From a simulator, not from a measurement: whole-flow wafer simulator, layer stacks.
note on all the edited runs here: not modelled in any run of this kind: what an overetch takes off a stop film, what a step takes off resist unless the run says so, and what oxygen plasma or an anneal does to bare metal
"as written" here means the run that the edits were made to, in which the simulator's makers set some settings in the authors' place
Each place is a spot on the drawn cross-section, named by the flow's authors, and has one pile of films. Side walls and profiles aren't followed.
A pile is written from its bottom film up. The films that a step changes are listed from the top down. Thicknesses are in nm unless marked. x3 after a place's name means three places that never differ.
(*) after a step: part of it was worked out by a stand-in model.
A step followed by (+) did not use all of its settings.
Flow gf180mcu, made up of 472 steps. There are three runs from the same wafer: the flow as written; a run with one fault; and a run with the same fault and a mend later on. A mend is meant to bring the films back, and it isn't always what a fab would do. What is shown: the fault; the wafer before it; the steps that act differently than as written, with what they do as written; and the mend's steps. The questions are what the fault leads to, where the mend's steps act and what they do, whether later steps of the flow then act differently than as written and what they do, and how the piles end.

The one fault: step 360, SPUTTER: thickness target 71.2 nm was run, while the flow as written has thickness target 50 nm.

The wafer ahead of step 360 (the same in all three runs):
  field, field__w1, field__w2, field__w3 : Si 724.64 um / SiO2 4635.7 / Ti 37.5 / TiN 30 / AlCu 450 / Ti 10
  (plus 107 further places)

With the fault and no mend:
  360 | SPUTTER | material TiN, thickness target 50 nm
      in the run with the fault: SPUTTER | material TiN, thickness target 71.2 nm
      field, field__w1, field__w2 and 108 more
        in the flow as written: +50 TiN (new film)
        in the run with the fault: +71.2 TiN (new film)
  Steps later in the flow that act otherwise than as written (3 more steps, not shown, differ only slightly: by at most 2% or 0.5 nm, whichever is larger):
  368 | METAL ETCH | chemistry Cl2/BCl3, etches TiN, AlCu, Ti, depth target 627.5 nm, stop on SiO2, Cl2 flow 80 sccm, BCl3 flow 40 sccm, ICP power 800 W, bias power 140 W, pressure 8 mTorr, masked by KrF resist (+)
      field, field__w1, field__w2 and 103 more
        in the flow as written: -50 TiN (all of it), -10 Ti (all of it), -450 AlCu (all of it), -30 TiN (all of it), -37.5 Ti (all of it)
        in the run with the fault: -71.2 TiN (all of it), -10 Ti (all of it), -450 AlCu (all of it), -30 TiN (all of it), -37.5 Ti (all of it)
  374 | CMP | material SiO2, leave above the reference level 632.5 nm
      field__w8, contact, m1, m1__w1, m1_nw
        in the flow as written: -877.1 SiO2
        in the run with the fault: -898.3 SiO2
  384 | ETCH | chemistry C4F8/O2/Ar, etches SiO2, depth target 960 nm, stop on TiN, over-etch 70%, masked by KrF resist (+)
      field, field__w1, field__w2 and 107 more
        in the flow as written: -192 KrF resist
        in the run with the fault: -187.4 KrF resist
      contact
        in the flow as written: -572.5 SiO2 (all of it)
        in the run with the fault: -551.3 SiO2 (all of it)
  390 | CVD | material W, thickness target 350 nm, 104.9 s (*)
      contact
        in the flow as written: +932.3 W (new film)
        in the run with the fault: +910.9 W (new film)
  At field__w8, contact, m1, m1__w1, m1_nw, the piles at the end differ from the flow's by more than 2% or 0.5 nm, whichever is larger.
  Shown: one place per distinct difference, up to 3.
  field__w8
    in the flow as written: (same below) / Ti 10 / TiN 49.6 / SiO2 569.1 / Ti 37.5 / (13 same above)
    in the run with the fault: (same below) / Ti 10 / TiN 70.8 / SiO2 547.9 / Ti 37.5 / (13 same above)
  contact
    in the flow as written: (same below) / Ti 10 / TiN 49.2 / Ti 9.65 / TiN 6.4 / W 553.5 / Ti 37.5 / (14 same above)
    in the run with the fault: (same below) / Ti 10 / TiN 70.4 / Ti 9.77 / TiN 6.48 / W 532.1 / Ti 37.5 / (14 same above)

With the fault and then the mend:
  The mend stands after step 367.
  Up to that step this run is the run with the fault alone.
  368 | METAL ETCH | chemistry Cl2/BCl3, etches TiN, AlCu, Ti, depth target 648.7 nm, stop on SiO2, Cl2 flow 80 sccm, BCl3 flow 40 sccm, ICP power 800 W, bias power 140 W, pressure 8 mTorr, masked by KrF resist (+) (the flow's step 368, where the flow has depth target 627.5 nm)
      field, field__w1, field__w2 and 103 more
        -71.2 TiN (all of it), -10 Ti (all of it), -450 AlCu (all of it), -30 TiN (all of it), -37.5 Ti (all of it)
      field__w8, contact, m1, m1__w1, m1_nw
        -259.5 KrF resist
  Steps later in the flow that act otherwise than as written (4 more steps, not shown, differ only slightly: by at most 2% or 0.5 nm, whichever is larger):
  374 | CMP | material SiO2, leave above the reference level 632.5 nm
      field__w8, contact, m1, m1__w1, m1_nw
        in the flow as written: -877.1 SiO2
        in the run with the mend: -898.3 SiO2
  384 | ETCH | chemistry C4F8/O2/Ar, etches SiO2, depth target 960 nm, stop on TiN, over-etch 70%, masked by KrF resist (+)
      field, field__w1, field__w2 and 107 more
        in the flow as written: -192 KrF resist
        in the run with the mend: -187.4 KrF resist
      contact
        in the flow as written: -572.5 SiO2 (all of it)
        in the run with the mend: -551.3 SiO2 (all of it)
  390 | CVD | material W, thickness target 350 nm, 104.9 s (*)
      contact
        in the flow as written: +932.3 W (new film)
        in the run with the mend: +910.9 W (new film)
  At field__w8, contact, m1, m1__w1, m1_nw, the piles at the end differ from the flow's by more than 2% or 0.5 nm, whichever is larger.
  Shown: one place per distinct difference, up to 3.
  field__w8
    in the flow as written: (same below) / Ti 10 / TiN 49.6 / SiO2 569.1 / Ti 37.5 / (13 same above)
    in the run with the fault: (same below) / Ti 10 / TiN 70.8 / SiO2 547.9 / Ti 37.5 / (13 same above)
    in the run with the mend: (same below) / Ti 10 / TiN 70.8 / SiO2 547.9 / Ti 37.5 / (13 same above)
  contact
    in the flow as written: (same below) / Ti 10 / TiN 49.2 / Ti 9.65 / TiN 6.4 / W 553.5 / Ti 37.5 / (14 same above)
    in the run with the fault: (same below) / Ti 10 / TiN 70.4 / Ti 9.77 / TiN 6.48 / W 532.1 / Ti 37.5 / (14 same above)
    in the run with the mend: (same below) / Ti 10 / TiN 70.4 / Ti 9.77 / TiN 6.48 / W 532.1 / Ti 37.5 / (14 same above)
